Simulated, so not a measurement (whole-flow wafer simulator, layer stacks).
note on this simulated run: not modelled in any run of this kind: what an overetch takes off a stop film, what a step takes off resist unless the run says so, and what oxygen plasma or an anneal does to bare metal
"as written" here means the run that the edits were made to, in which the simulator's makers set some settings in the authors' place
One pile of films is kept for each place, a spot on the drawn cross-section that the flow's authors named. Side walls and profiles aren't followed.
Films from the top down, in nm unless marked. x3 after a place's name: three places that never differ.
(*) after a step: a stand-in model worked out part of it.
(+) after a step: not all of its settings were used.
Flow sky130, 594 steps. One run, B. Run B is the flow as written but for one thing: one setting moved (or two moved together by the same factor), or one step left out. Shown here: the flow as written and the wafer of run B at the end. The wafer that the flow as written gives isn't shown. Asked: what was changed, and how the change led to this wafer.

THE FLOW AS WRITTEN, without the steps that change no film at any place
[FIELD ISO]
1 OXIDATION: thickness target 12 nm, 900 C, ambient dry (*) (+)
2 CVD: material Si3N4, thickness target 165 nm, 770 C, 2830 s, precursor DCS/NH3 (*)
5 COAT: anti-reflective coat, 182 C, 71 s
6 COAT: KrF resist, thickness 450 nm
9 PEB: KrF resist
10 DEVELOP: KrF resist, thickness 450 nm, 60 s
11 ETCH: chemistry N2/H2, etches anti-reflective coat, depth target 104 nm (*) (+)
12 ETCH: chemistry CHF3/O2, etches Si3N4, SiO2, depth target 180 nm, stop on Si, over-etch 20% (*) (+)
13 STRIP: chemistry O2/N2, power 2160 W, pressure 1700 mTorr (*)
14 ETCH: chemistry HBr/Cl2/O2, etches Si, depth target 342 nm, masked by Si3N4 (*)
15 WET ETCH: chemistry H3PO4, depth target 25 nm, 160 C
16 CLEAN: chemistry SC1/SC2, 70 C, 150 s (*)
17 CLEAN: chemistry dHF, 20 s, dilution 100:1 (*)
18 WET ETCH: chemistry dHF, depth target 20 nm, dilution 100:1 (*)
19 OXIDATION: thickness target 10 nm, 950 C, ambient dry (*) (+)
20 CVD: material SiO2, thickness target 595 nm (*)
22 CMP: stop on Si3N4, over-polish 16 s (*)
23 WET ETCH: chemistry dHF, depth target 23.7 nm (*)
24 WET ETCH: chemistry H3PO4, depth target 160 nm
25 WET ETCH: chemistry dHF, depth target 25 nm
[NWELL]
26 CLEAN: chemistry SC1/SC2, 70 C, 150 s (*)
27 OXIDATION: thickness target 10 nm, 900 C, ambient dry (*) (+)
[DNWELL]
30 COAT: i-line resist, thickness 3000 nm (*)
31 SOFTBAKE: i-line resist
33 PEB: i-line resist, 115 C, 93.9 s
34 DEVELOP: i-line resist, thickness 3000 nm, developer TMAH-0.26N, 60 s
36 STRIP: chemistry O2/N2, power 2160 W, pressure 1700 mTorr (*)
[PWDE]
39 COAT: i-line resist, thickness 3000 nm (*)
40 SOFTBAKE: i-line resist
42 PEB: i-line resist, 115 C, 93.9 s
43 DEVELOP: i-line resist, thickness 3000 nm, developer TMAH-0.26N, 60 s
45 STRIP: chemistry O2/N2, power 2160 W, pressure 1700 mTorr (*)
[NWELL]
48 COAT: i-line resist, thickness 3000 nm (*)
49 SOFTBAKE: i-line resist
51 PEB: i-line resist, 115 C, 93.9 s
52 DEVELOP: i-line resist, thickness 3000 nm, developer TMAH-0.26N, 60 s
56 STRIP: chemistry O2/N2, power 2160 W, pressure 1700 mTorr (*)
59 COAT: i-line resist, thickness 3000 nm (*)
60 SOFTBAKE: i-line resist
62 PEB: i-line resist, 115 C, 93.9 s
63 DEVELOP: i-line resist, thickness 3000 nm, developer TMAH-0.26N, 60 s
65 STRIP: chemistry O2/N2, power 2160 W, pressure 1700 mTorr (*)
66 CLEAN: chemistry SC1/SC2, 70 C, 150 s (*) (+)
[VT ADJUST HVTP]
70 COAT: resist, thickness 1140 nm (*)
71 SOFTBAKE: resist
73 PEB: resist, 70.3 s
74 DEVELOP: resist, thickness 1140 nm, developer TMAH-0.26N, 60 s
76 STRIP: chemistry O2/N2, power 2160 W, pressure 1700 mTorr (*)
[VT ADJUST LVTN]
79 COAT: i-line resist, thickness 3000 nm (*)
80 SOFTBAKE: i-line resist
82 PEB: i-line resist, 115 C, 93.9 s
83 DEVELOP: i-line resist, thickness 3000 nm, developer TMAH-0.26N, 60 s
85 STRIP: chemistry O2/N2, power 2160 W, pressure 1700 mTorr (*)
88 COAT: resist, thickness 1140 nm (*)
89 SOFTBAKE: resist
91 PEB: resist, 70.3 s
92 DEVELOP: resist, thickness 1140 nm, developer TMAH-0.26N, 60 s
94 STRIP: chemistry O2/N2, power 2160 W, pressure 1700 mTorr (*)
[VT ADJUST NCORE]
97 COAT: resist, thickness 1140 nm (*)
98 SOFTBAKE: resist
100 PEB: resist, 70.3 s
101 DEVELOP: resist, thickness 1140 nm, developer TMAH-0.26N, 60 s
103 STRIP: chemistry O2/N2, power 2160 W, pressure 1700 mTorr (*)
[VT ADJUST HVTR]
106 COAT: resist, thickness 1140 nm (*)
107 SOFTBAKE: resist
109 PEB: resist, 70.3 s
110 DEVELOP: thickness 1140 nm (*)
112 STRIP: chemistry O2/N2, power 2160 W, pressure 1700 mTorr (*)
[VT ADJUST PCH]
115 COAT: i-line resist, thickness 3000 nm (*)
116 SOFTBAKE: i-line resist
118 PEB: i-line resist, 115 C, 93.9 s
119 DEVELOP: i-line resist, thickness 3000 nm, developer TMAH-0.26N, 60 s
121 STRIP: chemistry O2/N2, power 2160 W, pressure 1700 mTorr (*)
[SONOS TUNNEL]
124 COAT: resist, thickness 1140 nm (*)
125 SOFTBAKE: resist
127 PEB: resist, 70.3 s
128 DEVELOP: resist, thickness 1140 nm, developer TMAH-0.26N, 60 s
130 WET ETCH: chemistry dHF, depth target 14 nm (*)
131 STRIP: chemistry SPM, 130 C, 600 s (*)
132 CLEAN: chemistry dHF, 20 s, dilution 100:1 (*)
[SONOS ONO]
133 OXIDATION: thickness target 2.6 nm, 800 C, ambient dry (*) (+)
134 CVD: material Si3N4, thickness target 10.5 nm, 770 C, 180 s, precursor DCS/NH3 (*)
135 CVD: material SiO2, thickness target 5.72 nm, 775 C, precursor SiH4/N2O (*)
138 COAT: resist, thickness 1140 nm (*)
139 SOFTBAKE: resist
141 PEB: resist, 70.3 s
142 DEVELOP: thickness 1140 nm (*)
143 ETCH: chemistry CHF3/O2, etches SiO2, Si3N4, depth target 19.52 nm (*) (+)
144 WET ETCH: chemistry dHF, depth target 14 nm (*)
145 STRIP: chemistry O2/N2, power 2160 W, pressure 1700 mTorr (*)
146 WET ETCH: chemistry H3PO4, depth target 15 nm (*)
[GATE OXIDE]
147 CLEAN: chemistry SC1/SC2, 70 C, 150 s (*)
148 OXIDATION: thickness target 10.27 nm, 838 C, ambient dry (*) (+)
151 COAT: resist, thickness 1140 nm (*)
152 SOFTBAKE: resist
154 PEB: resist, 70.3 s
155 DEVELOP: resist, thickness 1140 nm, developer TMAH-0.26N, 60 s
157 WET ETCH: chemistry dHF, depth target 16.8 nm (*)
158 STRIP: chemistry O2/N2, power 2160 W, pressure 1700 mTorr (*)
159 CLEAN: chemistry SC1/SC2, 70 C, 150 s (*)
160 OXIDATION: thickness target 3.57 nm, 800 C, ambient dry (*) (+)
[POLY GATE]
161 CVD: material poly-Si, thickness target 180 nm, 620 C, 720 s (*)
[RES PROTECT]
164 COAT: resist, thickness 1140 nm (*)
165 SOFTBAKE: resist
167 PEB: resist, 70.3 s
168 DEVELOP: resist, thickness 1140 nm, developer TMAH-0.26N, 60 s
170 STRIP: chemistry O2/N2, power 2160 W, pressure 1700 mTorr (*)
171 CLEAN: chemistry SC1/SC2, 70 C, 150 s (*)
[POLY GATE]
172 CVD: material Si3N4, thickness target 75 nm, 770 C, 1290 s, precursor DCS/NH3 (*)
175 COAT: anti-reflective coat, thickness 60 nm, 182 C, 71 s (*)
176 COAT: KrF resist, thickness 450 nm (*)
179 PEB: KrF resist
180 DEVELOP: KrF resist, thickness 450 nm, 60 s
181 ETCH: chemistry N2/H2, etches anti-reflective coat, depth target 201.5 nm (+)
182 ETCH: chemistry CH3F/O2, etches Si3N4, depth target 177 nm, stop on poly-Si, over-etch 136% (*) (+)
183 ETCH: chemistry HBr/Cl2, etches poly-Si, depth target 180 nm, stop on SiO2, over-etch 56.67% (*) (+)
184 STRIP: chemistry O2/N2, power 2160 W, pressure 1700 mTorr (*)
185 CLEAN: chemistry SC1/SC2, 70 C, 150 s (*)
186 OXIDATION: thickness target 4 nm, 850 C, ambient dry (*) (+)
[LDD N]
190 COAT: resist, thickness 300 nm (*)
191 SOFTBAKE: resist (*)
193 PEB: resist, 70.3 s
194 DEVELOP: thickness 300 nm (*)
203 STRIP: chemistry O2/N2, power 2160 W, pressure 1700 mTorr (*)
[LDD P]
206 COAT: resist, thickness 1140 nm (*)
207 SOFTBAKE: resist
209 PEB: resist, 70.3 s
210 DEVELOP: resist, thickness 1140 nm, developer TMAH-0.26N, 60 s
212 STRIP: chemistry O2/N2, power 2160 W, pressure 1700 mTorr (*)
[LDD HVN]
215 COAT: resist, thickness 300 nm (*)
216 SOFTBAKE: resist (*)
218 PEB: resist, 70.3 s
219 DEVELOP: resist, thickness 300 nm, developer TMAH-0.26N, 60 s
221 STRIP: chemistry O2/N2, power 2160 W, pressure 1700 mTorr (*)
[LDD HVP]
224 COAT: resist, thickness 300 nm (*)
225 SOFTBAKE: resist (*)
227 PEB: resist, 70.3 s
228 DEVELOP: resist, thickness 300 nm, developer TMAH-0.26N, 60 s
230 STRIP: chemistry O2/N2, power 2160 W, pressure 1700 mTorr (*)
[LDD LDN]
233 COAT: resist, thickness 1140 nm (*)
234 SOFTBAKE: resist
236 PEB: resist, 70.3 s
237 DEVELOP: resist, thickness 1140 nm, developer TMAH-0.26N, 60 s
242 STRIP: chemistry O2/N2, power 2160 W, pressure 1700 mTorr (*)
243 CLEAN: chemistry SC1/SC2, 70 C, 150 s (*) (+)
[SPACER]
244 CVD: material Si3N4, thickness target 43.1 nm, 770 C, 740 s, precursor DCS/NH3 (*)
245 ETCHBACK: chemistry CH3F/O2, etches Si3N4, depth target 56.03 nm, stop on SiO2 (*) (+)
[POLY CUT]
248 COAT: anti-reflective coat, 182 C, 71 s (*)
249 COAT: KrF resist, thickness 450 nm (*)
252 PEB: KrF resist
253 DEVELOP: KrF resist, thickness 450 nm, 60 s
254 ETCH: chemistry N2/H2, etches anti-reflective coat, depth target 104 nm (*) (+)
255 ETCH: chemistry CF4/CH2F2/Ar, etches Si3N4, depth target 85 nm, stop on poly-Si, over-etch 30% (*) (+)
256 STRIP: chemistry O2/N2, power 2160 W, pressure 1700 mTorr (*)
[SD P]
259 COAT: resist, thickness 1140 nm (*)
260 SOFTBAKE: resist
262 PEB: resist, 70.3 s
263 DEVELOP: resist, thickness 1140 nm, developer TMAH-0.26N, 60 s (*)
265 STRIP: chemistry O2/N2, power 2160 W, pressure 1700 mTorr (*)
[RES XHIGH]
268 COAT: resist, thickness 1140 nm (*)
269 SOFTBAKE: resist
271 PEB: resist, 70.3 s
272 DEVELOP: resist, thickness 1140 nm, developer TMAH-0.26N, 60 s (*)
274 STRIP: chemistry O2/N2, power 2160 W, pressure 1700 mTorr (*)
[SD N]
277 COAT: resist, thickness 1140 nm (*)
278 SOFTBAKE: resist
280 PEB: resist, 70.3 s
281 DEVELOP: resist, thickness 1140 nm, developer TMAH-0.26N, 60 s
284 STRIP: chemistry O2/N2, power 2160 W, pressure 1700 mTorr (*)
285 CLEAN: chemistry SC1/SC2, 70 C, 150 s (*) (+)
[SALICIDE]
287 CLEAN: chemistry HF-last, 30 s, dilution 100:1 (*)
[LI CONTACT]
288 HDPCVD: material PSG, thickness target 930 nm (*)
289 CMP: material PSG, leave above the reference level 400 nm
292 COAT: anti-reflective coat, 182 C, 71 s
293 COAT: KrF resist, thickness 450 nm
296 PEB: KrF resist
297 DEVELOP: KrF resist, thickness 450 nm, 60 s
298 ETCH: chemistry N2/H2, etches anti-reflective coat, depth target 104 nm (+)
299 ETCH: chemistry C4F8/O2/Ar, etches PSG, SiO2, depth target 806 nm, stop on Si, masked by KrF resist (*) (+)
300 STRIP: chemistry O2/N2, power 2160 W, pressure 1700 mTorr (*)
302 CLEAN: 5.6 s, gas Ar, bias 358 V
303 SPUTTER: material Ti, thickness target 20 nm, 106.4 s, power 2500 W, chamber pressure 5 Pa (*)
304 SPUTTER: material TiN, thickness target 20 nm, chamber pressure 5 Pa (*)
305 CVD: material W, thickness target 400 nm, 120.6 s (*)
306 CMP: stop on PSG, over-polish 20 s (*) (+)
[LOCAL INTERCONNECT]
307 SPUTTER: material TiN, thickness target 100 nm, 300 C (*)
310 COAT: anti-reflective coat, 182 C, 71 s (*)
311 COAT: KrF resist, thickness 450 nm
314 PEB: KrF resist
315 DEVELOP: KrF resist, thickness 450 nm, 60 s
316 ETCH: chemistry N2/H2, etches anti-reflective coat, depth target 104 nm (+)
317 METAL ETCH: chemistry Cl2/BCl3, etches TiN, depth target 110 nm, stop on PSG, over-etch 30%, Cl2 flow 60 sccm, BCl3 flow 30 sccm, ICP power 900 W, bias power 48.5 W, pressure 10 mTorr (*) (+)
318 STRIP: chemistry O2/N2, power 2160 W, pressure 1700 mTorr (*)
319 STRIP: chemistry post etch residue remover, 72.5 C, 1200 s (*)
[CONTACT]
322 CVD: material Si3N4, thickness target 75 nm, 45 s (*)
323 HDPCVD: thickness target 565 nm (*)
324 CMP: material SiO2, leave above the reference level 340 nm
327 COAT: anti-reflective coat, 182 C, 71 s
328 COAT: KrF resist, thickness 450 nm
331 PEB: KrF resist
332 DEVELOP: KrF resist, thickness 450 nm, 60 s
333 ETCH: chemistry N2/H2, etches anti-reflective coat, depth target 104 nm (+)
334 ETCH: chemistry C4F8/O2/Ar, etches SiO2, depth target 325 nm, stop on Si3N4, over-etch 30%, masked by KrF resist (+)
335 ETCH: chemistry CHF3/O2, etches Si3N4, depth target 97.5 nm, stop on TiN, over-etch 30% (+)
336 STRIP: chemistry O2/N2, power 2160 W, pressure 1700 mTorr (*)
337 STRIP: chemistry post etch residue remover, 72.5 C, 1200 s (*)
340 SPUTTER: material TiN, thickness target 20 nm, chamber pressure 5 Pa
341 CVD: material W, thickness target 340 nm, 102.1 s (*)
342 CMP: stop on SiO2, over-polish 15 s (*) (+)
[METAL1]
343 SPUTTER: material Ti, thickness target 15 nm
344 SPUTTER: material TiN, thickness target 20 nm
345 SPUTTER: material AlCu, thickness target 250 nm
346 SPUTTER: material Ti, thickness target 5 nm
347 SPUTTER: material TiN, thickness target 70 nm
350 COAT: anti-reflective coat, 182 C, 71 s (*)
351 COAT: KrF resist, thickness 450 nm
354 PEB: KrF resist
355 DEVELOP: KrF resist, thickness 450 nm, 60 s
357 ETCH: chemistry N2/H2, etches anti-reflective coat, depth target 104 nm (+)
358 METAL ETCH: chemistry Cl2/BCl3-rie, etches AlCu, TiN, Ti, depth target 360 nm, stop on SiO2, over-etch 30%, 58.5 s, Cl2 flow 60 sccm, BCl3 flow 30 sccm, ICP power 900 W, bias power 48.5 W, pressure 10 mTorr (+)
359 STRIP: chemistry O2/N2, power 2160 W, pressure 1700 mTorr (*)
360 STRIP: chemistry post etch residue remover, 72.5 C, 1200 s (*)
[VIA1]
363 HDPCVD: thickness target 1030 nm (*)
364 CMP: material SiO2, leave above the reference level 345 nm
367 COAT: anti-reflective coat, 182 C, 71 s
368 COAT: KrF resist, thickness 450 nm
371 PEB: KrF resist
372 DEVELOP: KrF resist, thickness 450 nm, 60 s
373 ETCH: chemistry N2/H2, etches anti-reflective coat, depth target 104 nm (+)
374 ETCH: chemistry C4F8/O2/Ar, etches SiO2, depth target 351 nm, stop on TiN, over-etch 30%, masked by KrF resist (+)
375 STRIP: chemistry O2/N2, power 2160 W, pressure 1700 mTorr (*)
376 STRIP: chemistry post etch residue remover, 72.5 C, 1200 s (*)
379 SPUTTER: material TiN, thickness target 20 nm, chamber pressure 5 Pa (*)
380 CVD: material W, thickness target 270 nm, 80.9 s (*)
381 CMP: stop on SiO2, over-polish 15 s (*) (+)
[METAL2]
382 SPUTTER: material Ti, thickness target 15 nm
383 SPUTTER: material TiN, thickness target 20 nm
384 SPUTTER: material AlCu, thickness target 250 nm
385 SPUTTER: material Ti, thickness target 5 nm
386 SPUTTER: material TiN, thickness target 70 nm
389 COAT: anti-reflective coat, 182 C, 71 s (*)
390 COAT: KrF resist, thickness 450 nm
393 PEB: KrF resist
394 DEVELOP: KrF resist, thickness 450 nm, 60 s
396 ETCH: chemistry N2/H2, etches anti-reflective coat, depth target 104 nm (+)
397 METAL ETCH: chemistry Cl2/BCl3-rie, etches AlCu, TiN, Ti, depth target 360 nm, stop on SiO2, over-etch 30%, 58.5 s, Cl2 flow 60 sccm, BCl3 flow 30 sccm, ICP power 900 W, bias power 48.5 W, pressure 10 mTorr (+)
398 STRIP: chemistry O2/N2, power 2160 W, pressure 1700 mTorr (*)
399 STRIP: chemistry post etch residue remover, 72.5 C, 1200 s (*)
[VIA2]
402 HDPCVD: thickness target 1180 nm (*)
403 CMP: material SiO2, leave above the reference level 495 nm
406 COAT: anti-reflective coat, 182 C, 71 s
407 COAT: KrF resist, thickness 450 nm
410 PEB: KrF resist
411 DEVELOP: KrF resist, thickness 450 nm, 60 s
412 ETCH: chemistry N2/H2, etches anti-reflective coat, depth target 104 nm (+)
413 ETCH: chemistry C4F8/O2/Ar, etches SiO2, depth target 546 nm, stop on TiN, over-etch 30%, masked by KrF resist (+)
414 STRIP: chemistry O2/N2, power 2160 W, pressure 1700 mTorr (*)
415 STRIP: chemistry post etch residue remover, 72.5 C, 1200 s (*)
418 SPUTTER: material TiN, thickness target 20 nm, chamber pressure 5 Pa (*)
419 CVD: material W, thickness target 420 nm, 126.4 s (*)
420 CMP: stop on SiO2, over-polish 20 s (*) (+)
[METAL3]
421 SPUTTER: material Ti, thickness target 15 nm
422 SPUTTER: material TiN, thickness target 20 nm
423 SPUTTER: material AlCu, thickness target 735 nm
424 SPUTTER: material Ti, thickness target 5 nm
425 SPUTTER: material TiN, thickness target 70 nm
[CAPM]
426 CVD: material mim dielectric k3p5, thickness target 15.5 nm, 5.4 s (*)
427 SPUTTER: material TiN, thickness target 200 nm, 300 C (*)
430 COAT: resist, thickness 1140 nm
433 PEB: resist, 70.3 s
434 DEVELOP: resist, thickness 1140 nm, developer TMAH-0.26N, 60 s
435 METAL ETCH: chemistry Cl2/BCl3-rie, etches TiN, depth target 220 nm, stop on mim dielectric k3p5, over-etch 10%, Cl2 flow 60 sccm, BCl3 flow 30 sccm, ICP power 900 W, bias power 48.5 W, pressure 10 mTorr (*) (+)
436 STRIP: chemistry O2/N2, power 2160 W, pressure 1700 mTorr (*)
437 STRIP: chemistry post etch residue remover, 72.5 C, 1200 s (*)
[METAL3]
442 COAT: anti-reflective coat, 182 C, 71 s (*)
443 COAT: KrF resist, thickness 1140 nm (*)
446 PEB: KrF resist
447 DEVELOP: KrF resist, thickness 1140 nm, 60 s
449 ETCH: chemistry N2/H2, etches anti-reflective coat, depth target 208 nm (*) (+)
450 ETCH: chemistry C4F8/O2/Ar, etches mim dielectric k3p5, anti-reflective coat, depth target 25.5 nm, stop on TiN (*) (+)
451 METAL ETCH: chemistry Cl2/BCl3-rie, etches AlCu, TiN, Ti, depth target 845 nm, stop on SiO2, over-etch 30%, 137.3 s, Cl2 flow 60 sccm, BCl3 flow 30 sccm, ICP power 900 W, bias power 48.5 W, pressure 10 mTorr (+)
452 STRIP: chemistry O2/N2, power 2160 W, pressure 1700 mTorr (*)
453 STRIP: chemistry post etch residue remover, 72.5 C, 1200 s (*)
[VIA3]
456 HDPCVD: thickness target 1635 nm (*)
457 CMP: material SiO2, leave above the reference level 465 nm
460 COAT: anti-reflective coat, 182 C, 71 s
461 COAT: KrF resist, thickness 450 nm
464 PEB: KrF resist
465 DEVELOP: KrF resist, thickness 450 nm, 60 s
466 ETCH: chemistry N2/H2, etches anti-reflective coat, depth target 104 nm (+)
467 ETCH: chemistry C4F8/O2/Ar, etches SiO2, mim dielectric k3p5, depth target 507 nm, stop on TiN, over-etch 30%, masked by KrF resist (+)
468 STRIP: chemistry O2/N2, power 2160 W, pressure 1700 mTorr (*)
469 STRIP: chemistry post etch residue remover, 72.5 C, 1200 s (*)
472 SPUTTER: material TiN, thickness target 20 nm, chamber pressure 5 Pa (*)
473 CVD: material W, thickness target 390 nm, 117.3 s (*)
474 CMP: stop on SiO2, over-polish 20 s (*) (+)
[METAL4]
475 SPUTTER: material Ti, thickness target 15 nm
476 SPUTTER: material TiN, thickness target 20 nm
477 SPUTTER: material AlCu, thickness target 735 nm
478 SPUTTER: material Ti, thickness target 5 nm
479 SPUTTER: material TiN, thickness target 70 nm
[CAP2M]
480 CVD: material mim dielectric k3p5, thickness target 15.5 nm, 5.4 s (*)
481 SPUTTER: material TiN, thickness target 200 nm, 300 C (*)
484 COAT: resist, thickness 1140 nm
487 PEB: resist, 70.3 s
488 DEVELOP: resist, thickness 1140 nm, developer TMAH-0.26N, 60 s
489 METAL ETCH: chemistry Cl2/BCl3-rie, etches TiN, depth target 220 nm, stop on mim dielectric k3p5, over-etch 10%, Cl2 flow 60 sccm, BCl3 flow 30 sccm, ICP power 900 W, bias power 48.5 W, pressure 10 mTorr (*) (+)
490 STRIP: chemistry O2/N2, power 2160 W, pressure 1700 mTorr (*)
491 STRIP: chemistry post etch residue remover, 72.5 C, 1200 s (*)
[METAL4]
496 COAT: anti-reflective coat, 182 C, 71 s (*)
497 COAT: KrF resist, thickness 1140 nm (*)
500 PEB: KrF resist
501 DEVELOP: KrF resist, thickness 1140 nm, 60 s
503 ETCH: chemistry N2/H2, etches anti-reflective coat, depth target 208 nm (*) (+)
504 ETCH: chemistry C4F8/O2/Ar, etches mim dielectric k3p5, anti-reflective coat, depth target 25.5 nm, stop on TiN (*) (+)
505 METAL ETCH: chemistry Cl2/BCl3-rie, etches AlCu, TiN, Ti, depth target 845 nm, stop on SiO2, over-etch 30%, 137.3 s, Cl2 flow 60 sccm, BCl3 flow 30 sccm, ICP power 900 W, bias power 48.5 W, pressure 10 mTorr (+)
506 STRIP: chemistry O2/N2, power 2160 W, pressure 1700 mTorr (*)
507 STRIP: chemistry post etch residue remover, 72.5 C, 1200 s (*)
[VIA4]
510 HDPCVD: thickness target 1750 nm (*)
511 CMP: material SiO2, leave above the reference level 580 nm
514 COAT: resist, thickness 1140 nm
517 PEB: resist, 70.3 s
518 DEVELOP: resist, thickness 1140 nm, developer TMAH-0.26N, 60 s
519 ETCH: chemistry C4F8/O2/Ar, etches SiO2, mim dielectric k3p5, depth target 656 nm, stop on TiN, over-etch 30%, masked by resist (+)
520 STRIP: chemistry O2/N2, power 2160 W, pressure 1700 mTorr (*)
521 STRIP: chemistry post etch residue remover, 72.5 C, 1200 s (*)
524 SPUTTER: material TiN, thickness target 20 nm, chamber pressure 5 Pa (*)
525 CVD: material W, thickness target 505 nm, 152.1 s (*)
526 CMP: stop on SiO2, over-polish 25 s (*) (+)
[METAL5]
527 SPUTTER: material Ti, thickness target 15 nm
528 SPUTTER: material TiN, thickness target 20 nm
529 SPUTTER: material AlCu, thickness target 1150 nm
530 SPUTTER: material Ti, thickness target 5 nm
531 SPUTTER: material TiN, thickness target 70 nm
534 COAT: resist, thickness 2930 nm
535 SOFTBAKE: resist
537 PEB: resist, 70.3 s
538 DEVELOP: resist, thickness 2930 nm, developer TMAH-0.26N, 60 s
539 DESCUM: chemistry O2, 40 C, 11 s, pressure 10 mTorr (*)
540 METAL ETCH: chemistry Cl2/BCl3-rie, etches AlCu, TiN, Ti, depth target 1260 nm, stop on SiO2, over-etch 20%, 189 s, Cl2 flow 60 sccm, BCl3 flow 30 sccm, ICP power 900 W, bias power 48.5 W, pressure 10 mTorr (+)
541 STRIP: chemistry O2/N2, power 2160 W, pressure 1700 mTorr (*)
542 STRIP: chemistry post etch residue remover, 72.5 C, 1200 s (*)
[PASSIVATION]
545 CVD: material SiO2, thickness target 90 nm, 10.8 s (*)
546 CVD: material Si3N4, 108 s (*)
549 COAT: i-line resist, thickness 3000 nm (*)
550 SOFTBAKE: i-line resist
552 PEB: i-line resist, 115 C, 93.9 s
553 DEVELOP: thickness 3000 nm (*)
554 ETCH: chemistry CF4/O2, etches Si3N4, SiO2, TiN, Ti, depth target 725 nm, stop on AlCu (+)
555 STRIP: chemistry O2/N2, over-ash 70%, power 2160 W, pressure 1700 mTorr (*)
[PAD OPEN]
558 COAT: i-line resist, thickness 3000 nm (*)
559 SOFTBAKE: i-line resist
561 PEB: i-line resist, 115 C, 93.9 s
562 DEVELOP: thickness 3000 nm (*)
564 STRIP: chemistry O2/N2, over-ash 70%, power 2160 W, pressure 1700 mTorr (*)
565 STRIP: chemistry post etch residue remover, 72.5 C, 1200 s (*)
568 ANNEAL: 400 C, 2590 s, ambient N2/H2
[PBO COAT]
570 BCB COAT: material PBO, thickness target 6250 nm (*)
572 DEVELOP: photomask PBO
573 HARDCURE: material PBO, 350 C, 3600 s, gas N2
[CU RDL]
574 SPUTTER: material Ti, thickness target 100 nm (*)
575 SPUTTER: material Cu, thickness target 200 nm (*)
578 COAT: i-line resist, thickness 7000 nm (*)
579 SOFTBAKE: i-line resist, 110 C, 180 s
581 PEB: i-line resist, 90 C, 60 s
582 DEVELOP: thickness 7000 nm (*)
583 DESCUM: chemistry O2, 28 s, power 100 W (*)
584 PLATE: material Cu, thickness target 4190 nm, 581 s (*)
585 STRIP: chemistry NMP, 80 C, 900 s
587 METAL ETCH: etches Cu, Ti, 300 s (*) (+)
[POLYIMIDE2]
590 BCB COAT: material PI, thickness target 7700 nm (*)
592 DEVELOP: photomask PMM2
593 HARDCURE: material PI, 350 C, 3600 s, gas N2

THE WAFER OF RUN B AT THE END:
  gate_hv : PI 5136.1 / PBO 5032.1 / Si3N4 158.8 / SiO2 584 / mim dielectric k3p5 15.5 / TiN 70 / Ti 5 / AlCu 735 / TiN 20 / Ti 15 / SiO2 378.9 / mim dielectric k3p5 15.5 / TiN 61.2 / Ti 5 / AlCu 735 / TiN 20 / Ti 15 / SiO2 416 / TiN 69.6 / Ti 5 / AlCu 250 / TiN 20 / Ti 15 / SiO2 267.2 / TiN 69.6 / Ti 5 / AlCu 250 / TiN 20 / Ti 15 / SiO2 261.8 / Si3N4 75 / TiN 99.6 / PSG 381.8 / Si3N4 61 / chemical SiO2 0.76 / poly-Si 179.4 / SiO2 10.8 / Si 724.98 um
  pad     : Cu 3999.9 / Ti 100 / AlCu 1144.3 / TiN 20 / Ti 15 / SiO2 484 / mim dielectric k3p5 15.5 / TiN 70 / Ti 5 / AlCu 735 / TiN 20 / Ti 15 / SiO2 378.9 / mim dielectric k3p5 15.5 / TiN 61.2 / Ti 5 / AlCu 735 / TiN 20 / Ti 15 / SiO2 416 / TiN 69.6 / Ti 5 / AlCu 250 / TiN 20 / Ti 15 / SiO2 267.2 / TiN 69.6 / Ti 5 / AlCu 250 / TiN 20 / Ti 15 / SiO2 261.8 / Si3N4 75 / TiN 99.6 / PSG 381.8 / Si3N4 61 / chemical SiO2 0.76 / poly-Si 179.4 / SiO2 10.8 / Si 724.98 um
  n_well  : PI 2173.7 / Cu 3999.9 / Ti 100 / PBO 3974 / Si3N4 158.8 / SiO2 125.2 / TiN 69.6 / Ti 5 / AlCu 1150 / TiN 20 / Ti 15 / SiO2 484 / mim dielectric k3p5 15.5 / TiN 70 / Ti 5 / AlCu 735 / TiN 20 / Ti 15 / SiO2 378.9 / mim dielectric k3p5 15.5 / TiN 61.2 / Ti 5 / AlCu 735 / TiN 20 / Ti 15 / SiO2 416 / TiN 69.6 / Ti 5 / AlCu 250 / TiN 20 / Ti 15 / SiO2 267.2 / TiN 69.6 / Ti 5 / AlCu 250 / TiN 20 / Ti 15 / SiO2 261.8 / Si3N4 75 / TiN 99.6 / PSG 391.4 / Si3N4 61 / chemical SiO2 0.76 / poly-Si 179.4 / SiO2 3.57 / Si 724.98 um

The cause: step 425, SPUTTER: thickness target 61.2 nm was run, where the flow has thickness target 70 nm.
It can be read off the wafer: gate_hv has TiN 61.2, and step 425 as written asks for 70 nm.

How the change led to this, step by step:
  425 SPUTTER: material TiN, thickness target 70 nm
      field, active, n_well and 188 more: TiN +61.2 (new film) (as written it would be: TiN +70 (new film))
  451 METAL ETCH: chemistry Cl2/BCl3-rie, etches AlCu, TiN, Ti, depth target 845 nm, stop on SiO2, over-etch 30%, 137.3 s, Cl2 flow 60 sccm, BCl3 flow 30 sccm, ICP power 900 W, bias power 48.5 W, pressure 10 mTorr (+)
      field, gate, spacer and 68 more: TiN -61.2 (all of it), Ti -5 (all of it), AlCu -735 (all of it), TiN -20 (all of it), Ti -15 (all of it), SiO2 -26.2 (as written it would be: TiN -70 (all of it), Ti -5 (all of it), AlCu -735 (all of it), TiN -20 (all of it), Ti -15 (all of it), SiO2 -25.4)
      active, vpp_ln, vpp_iso2 and 11 more: TiN -61.2 (all of it), Ti -5 (all of it), AlCu -735 (all of it), TiN -20 (all of it), Ti -15 (all of it), SiO2 -26.2 (as written it would be: TiN -70 (all of it), Ti -5 (all of it), AlCu -735 (all of it), TiN -20 (all of it), Ti -15 (all of it), SiO2 -25.3)
  467 ETCH: chemistry C4F8/O2/Ar, etches SiO2, mim dielectric k3p5, depth target 507 nm, stop on TiN, over-etch 30%, masked by KrF resist (+)
      m1: SiO2 -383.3 (all of it), mim dielectric k3p5 -15.5 (all of it) (as written it would be: SiO2 -374.5 (all of it), mim dielectric k3p5 -15.5 (all of it))
      via3_hole: SiO2 -382.7 (all of it), mim dielectric k3p5 -15.5 (all of it) (as written it would be: SiO2 -373.9 (all of it), mim dielectric k3p5 -15.5 (all of it))
